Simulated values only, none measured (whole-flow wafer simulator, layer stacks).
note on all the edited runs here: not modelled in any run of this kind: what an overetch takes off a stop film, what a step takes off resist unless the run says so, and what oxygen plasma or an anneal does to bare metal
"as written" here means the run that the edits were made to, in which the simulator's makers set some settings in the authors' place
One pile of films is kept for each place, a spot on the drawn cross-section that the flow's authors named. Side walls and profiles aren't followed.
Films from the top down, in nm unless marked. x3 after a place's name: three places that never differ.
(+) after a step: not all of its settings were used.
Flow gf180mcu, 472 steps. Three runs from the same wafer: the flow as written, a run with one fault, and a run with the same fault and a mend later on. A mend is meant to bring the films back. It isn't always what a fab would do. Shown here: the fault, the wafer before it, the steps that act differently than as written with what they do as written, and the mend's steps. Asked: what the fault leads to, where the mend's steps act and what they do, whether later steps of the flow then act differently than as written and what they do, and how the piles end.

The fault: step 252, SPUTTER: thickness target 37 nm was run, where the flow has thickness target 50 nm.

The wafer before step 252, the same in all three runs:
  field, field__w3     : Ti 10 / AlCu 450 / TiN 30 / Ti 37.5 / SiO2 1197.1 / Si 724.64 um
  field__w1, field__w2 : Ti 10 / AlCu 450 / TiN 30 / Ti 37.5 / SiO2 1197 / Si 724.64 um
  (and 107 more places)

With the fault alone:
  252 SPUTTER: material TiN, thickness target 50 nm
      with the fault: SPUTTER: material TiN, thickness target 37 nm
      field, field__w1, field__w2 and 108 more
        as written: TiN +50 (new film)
        with the fault: TiN +37 (new film)
  Later steps of the flow that act differently than as written (4 more steps differ only slightly, by at most 2% or 0.5 nm, whichever is larger, and aren't shown):
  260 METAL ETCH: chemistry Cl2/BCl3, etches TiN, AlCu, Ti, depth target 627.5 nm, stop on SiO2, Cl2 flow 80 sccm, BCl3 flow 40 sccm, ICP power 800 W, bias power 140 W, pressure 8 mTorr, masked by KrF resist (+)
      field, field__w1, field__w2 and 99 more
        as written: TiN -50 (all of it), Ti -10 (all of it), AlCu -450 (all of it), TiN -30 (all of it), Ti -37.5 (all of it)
        with the fault: TiN -37 (all of it), Ti -10 (all of it), AlCu -450 (all of it), TiN -30 (all of it), Ti -37.5 (all of it)
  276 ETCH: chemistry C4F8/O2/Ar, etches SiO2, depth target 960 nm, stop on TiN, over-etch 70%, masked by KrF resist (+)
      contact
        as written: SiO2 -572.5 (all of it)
        with the fault: SiO2 -585.5 (all of it)
  At the end the piles differ from the flow's by more than 2% or 0.5 nm, whichever is larger, at field__w8, contact, m1 and 6 more.
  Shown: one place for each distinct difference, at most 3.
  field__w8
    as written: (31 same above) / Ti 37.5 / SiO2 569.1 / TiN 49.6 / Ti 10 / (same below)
    with the fault: (31 same above) / Ti 37.5 / SiO2 582.1 / TiN 36.6 / Ti 10 / (same below)
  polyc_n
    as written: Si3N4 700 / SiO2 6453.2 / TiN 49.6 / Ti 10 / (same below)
    with the fault: Si3N4 700 / SiO2 6466.2 / TiN 36.6 / Ti 10 / (same below)
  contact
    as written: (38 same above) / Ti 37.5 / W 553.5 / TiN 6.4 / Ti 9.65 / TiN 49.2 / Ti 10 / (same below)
    with the fault: (38 same above) / Ti 37.5 / W 566.6 / TiN 6.36 / Ti 9.58 / TiN 36.2 / Ti 10 / (same below)

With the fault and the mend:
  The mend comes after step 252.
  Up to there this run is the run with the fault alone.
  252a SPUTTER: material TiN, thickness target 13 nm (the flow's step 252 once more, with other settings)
      field, field__w1, field__w2 and 108 more
        TiN +13
  No later step of the flow acts differently than as written at any place that is followed.
  At the end the piles are the same as the flow's at every place that both follow.
